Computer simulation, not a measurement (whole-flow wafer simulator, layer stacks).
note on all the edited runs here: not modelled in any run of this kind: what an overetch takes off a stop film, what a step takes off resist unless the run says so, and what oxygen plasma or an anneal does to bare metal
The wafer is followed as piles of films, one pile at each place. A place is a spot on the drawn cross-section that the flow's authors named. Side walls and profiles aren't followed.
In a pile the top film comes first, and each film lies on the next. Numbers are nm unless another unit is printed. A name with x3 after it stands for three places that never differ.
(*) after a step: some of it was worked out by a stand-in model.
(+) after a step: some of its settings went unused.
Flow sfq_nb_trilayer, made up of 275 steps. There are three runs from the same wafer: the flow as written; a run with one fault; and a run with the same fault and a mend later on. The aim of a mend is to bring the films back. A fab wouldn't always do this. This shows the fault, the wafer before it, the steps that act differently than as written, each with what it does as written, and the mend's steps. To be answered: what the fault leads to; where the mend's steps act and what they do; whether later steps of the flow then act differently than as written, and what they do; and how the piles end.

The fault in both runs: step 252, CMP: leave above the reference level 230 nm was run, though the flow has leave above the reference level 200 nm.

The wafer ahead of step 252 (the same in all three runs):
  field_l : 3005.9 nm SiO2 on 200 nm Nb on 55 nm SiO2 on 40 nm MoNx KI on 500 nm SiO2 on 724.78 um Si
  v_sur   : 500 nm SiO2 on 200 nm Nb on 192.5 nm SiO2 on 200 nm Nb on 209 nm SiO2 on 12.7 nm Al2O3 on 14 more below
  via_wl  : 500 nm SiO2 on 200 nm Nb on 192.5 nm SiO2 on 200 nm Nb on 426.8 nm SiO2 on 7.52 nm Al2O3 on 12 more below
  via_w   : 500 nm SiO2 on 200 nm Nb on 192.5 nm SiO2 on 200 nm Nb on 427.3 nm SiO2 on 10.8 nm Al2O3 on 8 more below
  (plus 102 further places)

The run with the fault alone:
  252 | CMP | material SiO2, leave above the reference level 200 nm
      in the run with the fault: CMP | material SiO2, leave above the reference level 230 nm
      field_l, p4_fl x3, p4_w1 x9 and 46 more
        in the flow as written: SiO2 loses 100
        in the run with the fault: SiO2 loses 70
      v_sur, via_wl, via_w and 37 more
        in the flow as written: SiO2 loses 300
        in the run with the fault: SiO2 loses 270
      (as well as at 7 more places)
  Later steps of the flow acting differently than as written (not shown: 3 more steps that differ only slightly, by at most 2% or 0.5 nm, whichever is larger):
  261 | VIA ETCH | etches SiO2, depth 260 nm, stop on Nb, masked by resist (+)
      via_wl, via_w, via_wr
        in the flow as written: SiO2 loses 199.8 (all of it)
        in the run with the fault: SiO2 loses 229.8 (all of it)
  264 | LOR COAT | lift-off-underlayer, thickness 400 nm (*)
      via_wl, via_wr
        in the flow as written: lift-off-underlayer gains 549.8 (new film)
        in the run with the fault: lift-off-underlayer gains 572.2 (new film)
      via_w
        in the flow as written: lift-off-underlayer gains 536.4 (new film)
        in the run with the fault: lift-off-underlayer gains 556.9 (new film)
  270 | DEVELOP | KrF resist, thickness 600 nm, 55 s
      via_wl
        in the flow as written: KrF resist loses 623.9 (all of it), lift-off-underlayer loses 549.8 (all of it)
        in the run with the fault: KrF resist loses 627.6 (all of it), lift-off-underlayer loses 572.2 (all of it)
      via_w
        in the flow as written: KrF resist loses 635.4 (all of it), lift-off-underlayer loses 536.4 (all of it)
        in the run with the fault: KrF resist loses 640.9 (all of it), lift-off-underlayer loses 556.9 (all of it)
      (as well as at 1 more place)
  By the end, the piles at v_sur, via_sp, via_v and 83 more depart from the flow's by more than 2% or 0.5 nm, whichever is larger.
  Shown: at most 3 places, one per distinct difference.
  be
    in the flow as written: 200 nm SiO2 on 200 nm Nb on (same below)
    in the run with the fault: 230 nm SiO2 on 200 nm Nb on (same below)
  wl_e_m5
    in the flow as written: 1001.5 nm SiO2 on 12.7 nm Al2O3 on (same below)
    in the run with the fault: 1031.5 nm SiO2 on 12.7 nm Al2O3 on (same below)
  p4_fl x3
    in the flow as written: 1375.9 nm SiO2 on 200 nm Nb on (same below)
    in the run with the fault: 1405.9 nm SiO2 on 200 nm Nb on (same below)

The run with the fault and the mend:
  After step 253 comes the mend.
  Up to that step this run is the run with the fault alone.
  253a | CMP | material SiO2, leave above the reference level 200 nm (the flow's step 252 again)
      field_l, v_sur, via_wl and 103 more
        SiO2 loses 30
  Later steps of the flow that are run all act as written at every place that is followed.
  By the end, the piles equal the flow's at every place that both follow.
